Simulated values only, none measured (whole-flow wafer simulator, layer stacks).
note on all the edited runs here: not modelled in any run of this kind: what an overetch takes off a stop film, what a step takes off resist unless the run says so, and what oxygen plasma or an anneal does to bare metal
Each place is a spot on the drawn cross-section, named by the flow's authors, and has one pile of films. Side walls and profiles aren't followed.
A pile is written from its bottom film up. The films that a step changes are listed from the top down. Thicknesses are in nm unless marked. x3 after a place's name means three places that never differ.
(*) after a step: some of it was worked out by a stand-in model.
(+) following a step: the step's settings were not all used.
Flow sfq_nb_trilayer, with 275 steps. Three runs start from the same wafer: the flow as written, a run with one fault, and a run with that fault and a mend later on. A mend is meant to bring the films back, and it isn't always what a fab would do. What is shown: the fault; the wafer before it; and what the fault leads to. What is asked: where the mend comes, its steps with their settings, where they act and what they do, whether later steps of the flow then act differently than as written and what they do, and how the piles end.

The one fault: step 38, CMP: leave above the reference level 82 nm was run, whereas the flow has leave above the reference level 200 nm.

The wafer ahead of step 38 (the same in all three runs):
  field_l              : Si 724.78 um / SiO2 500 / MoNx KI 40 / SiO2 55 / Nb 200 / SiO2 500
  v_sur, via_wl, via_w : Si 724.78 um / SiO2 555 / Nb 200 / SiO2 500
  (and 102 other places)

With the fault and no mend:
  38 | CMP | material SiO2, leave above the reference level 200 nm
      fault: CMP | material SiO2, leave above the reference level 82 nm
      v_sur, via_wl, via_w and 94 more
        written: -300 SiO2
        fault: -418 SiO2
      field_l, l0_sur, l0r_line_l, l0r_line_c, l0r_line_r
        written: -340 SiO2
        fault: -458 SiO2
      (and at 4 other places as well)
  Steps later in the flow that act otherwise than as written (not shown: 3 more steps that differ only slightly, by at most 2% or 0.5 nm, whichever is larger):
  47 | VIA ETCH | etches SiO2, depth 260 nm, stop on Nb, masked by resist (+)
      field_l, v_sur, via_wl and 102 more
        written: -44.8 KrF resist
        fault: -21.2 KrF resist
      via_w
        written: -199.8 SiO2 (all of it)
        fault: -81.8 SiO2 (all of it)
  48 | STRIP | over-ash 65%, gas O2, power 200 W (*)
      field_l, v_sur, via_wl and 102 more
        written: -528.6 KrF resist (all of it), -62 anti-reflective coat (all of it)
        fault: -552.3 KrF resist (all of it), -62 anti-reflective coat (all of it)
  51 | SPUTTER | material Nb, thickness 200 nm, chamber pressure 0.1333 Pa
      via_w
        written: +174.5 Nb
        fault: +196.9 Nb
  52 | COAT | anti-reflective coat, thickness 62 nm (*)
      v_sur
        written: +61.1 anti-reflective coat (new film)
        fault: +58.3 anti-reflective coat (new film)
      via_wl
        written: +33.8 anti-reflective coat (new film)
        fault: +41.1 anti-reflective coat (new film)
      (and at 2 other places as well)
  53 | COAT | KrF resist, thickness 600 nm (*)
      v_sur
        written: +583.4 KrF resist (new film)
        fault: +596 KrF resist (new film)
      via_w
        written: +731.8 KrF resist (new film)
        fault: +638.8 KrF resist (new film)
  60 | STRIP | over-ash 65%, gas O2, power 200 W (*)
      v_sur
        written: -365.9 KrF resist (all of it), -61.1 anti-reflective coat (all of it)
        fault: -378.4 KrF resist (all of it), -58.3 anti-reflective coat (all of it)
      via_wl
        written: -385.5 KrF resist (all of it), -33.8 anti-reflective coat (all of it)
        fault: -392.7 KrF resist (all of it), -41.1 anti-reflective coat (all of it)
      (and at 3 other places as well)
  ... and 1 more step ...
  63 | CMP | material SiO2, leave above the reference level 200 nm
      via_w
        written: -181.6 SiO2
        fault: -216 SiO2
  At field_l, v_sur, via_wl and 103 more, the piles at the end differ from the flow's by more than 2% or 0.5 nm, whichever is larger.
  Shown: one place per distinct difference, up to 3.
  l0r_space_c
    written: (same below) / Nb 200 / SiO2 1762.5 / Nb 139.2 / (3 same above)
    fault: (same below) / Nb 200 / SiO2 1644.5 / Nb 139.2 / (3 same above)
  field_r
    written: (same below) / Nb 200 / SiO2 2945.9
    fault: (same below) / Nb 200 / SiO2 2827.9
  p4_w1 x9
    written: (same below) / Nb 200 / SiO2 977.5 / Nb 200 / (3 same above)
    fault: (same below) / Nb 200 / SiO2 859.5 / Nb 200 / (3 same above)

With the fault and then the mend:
  After step 39 comes the mend.
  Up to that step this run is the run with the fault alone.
  39a | PECVD | material SiO2, thickness 118 nm, 150 C, 26.22 s, RF power 183.3 W, pressure 2.4 Torr, precursor SiH4/N2O (a further turn of the flow's step 37, with different settings)
      field_l, v_sur, via_wl and 103 more
        +118 SiO2
  Every later step of the flow that is run acts as written at every place that is followed.
  By the end, the piles equal the flow's at every place that both follow.
